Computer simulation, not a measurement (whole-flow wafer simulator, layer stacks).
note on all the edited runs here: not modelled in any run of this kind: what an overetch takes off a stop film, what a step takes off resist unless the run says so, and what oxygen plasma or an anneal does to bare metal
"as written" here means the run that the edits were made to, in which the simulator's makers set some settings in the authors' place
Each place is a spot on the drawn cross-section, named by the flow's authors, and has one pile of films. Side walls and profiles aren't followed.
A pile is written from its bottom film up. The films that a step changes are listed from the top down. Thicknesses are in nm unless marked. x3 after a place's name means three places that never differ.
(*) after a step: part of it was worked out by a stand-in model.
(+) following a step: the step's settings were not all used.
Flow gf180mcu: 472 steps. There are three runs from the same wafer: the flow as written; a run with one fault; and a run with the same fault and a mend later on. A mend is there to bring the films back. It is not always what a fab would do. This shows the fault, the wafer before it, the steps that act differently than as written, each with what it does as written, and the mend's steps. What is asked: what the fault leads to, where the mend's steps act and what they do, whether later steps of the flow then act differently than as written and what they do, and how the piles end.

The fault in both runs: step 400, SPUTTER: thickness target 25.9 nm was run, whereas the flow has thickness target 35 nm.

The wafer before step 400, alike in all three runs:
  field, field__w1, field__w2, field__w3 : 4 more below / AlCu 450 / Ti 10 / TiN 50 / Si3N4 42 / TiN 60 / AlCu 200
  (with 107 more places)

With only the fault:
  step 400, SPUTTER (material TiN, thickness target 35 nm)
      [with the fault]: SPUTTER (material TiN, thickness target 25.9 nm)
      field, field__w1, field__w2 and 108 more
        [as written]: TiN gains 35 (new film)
        [with the fault]: TiN gains 25.9 (new film)
  Steps later in the flow that act otherwise than as written (9 more steps, not shown, differ only slightly: by at most 2% or 0.5 nm, whichever is larger):
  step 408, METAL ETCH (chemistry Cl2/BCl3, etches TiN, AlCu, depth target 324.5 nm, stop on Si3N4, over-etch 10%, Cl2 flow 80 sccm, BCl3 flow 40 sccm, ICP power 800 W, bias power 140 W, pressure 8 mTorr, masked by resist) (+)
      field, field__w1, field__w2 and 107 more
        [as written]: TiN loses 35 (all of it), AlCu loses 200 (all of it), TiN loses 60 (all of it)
        [with the fault]: TiN loses 25.9 (all of it), AlCu loses 200 (all of it), TiN loses 60 (all of it)
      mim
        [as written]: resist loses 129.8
        [with the fault]: resist loses 125.8
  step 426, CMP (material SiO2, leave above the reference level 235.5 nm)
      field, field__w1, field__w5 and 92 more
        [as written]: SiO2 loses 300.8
        [with the fault]: SiO2 loses 309.9
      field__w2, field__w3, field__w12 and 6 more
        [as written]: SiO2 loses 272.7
        [with the fault]: SiO2 loses 281.8
  The piles end different from the flow's at mim by more than 2% or 0.5 nm, whichever is larger.
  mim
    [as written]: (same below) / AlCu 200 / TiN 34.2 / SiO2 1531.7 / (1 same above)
    [with the fault]: (same below) / AlCu 200 / TiN 25.1 / SiO2 1531.7 / (1 same above)

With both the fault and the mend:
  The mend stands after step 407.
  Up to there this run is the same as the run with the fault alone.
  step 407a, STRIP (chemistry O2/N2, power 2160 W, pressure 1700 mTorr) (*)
      mim
        resist loses 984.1 (all of it)
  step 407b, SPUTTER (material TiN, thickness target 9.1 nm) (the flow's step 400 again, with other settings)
      field, field__w1, field__w2 and 108 more
        TiN gains 9.1
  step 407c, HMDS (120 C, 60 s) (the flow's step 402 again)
      alters no film at any place that is followed
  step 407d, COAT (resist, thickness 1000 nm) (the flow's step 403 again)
      field, field__w1, field__w2 and 108 more
        resist gains 1000 (new film)
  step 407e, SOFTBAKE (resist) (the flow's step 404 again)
      alters no film at any place that is followed
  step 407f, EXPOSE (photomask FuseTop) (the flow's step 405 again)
      alters no film at any place that is followed
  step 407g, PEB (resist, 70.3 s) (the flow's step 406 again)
      field, field__w1, field__w2 and 108 more
        resist loses 15.9
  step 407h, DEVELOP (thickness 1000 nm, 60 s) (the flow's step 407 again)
      field, field__w1, field__w2 and 107 more
        resist loses 984.1 (all of it)
  None of the later steps of the flow acts differently than as written at any place that is followed.
  At every place that both follow, the piles at the end match the flow's.
